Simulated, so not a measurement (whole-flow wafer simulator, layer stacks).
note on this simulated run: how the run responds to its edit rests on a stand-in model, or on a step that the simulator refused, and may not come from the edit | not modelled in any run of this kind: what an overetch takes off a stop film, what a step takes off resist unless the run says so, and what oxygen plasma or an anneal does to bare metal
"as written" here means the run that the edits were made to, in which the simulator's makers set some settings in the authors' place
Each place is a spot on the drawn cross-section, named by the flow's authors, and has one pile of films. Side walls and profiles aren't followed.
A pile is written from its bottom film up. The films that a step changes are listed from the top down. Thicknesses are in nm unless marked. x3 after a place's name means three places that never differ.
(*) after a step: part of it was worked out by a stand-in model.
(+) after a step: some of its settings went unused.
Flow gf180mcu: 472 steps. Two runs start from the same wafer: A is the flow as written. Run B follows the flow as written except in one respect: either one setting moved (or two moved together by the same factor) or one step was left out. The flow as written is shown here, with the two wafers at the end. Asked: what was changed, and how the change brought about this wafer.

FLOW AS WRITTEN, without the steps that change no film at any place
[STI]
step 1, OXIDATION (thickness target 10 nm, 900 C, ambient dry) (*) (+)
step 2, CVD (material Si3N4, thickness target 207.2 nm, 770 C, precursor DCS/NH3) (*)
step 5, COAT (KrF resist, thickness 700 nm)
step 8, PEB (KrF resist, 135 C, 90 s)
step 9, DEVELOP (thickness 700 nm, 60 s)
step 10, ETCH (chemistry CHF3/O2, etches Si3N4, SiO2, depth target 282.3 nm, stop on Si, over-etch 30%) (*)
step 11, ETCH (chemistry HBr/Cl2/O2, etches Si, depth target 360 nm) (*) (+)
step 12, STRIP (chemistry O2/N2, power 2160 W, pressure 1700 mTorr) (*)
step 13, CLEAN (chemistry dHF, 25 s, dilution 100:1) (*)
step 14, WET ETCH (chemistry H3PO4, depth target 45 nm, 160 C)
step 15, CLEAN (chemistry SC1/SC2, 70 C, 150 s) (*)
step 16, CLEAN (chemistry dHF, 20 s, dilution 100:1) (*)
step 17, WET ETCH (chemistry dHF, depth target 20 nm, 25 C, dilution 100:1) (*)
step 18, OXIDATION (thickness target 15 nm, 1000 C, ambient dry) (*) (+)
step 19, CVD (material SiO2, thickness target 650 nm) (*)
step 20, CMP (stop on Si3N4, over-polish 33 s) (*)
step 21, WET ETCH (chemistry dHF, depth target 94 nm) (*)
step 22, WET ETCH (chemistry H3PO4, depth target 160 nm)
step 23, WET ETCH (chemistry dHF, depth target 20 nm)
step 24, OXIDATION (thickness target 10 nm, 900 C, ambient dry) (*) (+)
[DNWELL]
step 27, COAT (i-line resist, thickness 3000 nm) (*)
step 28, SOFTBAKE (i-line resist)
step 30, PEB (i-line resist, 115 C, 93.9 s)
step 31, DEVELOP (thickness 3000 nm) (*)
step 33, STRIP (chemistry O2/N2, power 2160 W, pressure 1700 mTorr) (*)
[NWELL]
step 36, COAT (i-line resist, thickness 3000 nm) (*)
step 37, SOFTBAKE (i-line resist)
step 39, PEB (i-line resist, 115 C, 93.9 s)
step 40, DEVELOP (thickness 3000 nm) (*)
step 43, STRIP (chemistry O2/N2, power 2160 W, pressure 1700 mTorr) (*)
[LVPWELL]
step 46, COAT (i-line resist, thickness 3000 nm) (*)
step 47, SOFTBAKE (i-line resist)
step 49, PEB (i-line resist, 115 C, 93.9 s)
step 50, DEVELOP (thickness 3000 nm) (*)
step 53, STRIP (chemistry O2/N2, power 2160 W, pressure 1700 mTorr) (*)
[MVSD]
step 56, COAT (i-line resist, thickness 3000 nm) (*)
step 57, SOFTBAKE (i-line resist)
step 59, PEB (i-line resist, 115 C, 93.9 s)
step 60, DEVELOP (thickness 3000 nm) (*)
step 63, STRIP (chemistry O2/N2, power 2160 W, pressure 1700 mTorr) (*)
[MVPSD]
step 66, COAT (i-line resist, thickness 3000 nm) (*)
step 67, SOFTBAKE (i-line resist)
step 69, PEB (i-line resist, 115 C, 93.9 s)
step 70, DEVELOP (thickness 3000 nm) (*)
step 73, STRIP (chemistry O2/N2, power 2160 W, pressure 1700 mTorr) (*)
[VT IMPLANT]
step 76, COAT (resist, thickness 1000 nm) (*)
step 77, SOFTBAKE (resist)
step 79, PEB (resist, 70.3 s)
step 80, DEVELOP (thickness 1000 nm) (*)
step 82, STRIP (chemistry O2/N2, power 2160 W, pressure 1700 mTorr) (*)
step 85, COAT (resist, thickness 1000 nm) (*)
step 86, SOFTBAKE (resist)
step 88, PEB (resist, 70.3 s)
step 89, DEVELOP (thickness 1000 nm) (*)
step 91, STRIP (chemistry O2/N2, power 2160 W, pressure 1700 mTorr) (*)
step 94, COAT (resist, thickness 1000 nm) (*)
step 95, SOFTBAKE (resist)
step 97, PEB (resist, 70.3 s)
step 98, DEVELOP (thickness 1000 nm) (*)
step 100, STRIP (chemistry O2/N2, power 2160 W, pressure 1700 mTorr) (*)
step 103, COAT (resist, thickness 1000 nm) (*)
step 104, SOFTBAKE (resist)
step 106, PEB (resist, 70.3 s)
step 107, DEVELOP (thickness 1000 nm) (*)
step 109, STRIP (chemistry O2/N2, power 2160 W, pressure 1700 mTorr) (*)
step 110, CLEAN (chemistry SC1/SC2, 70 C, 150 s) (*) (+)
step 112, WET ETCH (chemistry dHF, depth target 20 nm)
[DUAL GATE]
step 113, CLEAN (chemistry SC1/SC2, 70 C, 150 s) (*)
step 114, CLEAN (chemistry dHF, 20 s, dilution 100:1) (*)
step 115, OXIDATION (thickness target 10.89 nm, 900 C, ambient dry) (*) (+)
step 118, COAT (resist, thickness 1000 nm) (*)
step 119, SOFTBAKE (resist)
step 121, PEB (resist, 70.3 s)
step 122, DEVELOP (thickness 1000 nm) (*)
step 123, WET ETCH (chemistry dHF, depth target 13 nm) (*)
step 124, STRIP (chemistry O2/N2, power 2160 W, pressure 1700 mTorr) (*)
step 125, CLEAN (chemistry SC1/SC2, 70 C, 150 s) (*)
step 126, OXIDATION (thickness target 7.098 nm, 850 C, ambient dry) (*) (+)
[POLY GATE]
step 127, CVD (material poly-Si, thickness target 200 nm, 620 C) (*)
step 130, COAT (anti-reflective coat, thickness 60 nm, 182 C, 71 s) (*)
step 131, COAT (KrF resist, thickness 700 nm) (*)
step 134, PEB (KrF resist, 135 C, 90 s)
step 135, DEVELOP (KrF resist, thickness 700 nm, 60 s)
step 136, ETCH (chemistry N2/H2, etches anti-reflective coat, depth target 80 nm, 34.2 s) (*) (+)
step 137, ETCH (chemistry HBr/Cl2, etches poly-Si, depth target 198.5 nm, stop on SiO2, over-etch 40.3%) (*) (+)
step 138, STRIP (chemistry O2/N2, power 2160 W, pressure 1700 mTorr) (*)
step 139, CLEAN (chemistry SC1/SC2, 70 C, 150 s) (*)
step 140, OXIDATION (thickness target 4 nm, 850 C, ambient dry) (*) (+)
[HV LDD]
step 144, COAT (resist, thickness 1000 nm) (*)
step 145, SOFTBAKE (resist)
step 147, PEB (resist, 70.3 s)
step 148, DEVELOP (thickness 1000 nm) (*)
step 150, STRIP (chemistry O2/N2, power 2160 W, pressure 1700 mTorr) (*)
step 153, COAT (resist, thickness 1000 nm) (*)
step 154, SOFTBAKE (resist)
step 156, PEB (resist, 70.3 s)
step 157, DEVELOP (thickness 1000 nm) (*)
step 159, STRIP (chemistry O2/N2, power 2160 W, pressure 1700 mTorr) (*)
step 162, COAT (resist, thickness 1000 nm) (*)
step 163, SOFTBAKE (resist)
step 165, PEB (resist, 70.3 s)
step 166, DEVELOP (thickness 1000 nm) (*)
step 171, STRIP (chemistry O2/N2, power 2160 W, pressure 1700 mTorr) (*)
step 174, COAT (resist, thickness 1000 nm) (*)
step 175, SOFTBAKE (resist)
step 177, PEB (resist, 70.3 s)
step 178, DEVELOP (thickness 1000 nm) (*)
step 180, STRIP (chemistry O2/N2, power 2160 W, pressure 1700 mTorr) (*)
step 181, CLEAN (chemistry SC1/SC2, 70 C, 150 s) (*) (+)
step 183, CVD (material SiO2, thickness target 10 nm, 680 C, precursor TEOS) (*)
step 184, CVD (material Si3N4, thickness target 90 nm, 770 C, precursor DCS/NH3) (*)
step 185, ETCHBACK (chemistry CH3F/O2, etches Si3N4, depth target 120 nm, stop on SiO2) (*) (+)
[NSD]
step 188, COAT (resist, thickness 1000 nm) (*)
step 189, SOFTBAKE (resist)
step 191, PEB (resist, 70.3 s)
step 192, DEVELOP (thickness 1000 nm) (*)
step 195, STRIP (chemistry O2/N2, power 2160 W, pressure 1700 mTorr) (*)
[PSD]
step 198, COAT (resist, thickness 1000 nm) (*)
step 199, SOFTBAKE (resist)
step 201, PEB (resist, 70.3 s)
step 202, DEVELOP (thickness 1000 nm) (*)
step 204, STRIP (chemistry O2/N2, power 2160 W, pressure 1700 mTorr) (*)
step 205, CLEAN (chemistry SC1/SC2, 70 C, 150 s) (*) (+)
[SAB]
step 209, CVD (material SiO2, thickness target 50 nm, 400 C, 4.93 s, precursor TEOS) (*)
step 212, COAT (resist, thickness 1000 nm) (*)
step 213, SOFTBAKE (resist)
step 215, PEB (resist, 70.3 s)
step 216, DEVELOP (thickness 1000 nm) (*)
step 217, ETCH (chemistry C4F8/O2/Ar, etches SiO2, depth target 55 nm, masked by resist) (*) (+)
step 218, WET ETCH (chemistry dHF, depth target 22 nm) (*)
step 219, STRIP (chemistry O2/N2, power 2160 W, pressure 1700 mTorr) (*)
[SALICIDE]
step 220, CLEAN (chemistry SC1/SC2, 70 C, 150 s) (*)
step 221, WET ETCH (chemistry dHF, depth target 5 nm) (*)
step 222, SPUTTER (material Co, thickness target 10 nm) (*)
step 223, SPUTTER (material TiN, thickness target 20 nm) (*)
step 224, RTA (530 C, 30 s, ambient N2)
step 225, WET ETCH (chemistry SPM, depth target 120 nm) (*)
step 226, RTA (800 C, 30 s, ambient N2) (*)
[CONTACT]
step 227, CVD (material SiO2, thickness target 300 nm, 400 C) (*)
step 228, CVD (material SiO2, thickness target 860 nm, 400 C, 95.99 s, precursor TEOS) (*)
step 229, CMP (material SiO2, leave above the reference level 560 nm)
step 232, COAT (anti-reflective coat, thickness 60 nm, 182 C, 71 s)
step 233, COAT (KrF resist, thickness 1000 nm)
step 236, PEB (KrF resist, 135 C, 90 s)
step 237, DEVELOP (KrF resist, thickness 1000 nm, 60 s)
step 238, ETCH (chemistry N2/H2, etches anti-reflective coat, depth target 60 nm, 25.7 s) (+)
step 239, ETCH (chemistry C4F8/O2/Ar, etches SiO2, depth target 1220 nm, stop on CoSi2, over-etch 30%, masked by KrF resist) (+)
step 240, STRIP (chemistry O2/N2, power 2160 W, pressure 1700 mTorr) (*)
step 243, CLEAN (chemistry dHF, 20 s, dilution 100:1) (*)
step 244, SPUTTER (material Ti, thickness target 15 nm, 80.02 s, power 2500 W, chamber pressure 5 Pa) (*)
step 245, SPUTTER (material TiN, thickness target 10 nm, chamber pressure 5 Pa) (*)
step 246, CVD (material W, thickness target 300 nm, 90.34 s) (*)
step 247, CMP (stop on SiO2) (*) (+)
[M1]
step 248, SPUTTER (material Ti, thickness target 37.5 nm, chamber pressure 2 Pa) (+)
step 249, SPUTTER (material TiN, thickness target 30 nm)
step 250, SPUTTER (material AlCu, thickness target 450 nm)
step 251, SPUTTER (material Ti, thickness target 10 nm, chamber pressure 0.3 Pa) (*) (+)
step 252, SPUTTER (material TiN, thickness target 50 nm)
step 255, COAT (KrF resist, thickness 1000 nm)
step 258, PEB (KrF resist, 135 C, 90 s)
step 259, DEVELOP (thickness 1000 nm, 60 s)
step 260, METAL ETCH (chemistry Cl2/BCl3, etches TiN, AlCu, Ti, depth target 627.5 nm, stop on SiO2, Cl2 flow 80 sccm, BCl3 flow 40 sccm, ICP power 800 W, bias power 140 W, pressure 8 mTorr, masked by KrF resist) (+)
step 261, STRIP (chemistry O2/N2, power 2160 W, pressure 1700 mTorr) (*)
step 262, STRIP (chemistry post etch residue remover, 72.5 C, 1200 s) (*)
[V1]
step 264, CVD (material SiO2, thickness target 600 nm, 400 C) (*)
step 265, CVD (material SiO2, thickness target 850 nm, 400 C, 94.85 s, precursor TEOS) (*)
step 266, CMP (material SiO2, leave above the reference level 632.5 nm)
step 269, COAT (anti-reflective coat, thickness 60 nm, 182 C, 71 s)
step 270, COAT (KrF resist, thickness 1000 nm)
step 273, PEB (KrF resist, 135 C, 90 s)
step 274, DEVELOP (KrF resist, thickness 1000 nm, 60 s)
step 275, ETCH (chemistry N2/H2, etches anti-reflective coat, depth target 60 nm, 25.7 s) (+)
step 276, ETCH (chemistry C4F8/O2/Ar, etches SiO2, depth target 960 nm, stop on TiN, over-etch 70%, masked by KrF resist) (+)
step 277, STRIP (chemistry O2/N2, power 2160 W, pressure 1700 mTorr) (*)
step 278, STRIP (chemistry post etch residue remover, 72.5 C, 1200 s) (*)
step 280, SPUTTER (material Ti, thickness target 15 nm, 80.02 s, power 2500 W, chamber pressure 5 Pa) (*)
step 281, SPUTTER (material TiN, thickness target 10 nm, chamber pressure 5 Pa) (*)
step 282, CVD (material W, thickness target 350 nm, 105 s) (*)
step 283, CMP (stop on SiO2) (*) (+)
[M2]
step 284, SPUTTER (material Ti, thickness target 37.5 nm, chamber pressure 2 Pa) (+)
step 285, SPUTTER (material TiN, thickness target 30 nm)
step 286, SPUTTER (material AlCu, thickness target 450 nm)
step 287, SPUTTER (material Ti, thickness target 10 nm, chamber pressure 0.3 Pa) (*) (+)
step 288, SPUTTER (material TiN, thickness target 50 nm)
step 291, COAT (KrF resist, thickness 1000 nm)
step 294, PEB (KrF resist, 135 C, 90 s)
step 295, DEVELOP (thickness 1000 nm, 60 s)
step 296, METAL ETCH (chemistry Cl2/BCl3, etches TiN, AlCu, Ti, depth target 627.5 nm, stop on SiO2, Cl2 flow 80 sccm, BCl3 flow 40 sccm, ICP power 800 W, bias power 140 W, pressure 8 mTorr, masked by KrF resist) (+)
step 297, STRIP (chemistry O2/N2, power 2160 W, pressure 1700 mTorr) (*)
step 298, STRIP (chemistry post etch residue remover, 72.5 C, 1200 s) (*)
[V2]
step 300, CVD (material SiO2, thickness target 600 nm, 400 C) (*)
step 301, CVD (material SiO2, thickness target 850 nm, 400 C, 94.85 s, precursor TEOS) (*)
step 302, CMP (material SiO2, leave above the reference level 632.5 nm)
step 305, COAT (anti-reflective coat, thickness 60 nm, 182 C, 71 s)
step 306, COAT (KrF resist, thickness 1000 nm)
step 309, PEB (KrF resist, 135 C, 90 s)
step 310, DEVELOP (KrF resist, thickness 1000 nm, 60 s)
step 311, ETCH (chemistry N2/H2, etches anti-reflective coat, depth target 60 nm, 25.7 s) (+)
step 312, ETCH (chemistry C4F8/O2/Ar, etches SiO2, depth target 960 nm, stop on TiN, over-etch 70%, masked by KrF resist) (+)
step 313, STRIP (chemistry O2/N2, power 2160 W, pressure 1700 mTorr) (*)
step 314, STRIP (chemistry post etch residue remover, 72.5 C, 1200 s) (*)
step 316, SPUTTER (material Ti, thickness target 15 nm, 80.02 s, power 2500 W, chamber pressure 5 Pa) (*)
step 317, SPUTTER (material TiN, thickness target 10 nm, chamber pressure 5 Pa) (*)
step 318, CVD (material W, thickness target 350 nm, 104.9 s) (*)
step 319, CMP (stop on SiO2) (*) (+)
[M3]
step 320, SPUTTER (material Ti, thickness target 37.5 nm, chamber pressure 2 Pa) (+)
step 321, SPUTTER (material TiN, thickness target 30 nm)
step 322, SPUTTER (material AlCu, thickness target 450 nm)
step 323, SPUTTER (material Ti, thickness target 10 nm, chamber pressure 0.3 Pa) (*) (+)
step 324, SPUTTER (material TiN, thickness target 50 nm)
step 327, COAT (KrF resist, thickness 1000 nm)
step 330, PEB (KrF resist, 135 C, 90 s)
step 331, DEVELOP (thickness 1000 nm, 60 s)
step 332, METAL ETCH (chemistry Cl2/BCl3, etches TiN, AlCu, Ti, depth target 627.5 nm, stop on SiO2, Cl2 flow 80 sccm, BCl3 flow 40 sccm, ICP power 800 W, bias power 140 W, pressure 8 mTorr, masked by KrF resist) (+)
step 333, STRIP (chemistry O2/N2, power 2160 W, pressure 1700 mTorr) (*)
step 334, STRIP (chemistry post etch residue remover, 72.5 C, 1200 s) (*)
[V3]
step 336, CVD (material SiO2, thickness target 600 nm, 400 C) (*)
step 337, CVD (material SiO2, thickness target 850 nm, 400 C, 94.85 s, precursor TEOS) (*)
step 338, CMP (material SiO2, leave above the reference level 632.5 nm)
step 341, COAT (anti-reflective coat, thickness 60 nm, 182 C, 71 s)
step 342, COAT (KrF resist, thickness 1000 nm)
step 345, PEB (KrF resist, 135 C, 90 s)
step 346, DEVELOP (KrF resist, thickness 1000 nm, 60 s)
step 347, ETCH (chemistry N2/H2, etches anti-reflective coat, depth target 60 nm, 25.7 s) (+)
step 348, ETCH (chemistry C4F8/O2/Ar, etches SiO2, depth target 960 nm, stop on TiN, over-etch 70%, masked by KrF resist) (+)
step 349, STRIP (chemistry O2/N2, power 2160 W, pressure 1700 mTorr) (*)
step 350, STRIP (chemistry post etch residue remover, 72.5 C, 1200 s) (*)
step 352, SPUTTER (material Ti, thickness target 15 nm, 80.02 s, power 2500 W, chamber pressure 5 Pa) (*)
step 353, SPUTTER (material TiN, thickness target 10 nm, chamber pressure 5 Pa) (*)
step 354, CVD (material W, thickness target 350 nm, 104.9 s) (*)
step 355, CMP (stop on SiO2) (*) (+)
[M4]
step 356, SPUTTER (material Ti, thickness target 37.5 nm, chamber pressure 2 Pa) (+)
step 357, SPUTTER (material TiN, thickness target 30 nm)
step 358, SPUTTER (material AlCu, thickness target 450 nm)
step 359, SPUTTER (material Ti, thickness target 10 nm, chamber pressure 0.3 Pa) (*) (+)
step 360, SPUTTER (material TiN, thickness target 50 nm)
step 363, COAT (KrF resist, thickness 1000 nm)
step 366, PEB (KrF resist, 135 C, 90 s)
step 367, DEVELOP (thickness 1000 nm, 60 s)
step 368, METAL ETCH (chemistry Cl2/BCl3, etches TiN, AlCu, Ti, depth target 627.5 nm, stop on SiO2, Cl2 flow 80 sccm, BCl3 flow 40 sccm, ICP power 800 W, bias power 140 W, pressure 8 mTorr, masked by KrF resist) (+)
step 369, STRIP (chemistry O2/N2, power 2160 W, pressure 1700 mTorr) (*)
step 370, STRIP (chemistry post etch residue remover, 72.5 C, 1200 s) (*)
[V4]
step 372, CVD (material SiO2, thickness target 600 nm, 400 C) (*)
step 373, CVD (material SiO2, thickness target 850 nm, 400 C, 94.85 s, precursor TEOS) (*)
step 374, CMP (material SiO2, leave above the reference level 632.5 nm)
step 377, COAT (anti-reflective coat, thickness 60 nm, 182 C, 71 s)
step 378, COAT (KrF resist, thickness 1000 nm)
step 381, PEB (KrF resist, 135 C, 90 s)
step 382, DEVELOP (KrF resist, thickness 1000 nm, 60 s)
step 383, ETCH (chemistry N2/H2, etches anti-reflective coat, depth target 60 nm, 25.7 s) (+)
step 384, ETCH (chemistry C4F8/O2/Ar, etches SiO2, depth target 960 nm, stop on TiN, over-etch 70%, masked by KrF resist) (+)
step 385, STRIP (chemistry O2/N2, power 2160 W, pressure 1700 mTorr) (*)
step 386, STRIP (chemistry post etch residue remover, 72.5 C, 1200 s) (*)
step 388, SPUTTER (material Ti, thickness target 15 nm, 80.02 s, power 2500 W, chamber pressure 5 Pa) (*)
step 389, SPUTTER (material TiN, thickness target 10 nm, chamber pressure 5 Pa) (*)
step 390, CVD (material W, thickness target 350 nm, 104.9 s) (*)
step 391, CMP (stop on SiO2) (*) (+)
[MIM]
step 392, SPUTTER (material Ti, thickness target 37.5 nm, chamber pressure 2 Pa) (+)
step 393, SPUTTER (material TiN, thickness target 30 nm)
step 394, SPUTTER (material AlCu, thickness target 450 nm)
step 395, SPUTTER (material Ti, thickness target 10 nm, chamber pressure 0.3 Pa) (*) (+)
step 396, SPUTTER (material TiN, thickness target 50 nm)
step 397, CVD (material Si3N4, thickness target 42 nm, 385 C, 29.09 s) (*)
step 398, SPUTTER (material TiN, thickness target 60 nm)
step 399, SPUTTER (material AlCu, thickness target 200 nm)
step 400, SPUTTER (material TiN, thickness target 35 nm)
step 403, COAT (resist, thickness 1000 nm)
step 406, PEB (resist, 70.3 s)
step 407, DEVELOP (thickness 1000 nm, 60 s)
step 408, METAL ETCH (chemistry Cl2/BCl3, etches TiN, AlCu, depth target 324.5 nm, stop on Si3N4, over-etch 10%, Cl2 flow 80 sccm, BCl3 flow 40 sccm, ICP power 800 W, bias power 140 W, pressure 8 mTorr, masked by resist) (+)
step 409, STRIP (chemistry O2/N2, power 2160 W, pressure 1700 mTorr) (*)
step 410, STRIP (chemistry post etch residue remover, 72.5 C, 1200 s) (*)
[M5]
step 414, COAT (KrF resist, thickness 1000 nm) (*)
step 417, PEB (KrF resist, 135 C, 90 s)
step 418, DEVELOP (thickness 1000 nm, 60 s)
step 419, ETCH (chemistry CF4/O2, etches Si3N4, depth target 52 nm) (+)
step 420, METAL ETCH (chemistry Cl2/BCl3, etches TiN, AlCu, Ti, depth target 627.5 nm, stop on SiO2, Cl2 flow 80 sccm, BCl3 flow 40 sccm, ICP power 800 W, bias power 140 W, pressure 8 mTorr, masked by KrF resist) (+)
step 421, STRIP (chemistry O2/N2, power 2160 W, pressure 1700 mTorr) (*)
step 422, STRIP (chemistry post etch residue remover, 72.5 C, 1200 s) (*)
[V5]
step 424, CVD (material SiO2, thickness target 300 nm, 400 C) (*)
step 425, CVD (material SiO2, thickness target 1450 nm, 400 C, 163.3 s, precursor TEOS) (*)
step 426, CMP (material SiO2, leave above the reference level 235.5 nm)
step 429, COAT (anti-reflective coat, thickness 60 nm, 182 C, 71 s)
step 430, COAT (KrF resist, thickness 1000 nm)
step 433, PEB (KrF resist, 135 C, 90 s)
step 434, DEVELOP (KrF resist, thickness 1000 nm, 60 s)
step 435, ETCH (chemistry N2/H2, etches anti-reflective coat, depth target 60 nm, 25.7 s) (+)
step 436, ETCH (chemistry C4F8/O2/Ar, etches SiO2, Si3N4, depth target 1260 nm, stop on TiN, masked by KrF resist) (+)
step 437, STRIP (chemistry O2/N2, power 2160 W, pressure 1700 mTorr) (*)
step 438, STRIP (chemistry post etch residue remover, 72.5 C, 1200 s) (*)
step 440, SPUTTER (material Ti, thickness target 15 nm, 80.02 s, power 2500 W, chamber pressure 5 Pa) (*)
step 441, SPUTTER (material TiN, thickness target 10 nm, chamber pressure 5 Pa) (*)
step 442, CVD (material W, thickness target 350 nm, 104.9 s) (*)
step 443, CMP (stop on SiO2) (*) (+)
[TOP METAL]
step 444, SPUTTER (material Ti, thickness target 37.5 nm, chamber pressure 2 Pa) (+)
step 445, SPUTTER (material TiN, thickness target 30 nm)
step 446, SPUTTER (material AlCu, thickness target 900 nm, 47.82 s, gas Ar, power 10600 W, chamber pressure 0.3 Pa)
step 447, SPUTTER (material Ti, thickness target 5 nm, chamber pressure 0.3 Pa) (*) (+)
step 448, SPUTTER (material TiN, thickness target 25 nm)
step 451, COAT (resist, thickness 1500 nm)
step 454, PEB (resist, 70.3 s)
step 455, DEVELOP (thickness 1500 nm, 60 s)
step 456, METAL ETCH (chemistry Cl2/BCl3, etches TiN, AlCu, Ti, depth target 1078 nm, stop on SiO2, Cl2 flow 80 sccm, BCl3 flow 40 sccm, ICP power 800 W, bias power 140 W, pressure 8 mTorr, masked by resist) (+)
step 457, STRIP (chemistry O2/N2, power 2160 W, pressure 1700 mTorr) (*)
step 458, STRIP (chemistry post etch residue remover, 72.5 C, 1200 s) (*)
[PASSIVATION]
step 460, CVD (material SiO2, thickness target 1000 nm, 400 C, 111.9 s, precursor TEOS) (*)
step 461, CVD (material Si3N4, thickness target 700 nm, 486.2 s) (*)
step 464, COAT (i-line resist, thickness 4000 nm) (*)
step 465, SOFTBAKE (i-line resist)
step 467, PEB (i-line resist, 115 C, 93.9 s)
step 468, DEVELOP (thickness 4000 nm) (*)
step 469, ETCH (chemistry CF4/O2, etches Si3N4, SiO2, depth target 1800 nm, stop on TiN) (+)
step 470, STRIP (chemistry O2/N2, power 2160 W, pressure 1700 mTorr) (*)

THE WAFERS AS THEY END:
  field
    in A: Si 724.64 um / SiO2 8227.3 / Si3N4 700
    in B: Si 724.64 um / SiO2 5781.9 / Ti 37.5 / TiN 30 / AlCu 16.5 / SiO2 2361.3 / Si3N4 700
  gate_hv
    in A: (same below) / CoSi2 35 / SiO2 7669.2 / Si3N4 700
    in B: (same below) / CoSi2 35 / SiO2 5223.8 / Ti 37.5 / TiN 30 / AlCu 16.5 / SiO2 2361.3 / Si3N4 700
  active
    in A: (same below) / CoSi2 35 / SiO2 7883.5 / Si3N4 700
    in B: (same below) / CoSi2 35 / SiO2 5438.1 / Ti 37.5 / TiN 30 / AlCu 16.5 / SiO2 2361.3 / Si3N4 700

The reason: step 420, METAL ETCH: depth target 486.3 nm was run, though the flow has depth target 627.5 nm.

How this came from the change, step by step:
  step 420, METAL ETCH (chemistry Cl2/BCl3, etches TiN, AlCu, Ti, depth target 627.5 nm, stop on SiO2, Cl2 flow 80 sccm, BCl3 flow 40 sccm, ICP power 800 W, bias power 140 W, pressure 8 mTorr, masked by KrF resist) (+)
      field, field__w1, field__w2 and 101 more: A TiN loses 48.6 (all of it), Ti loses 10 (all of it), AlCu loses 450 (all of it), TiN loses 30 (all of it), Ti loses 37.5 (all of it) | B TiN loses 48.6 (all of it), Ti loses 10 (all of it), AlCu loses 427.7
      field__w4, field__w8, contact, m1, m1__w1, mim, mim_1p0, m1_nw: A KrF resist loses 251 | B KrF resist loses 194.5
  step 421, STRIP (chemistry O2/N2, power 2160 W, pressure 1700 mTorr) (*)
      field__w8, m1__w1: A KrF resist loses 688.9 (all of it) | B KrF resist loses 745.3 (all of it)
      contact, m1: A KrF resist loses 689.3 (all of it) | B KrF resist loses 745.8 (all of it)
      (as well as at 4 more places)
  step 422, STRIP (chemistry post etch residue remover, 72.5 C, 1200 s) (*)
      field, field__w1, field__w2 and 101 more: A nothing | B AlCu loses 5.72
  step 424, CVD (material SiO2, thickness target 300 nm, 400 C) (*)
      field, field__w1, field__w2 and 101 more: A SiO2 gains 300 | B SiO2 gains 300 (new film)
  step 426, CMP (material SiO2, leave above the reference level 235.5 nm)
      field, field__w1, field__w5 and 92 more: A SiO2 loses 300.8 | B SiO2 loses 384.9
      field__w2, field__w3, field__w12 and 6 more: A SiO2 loses 272.7 | B SiO2 loses 360.5
If metal films that touch count as one body, field has 1 body; the flow as written gives 0 bodies.
If metal films that touch count as one body, gate_hv has 2 bodies (between them, from the top down: SiO2 5223.8); the flow as written gives 1 body.
If metal films that touch count as one body, active has 2 bodies (between them, from the top down: SiO2 5438.1); the flow as written gives 1 body.
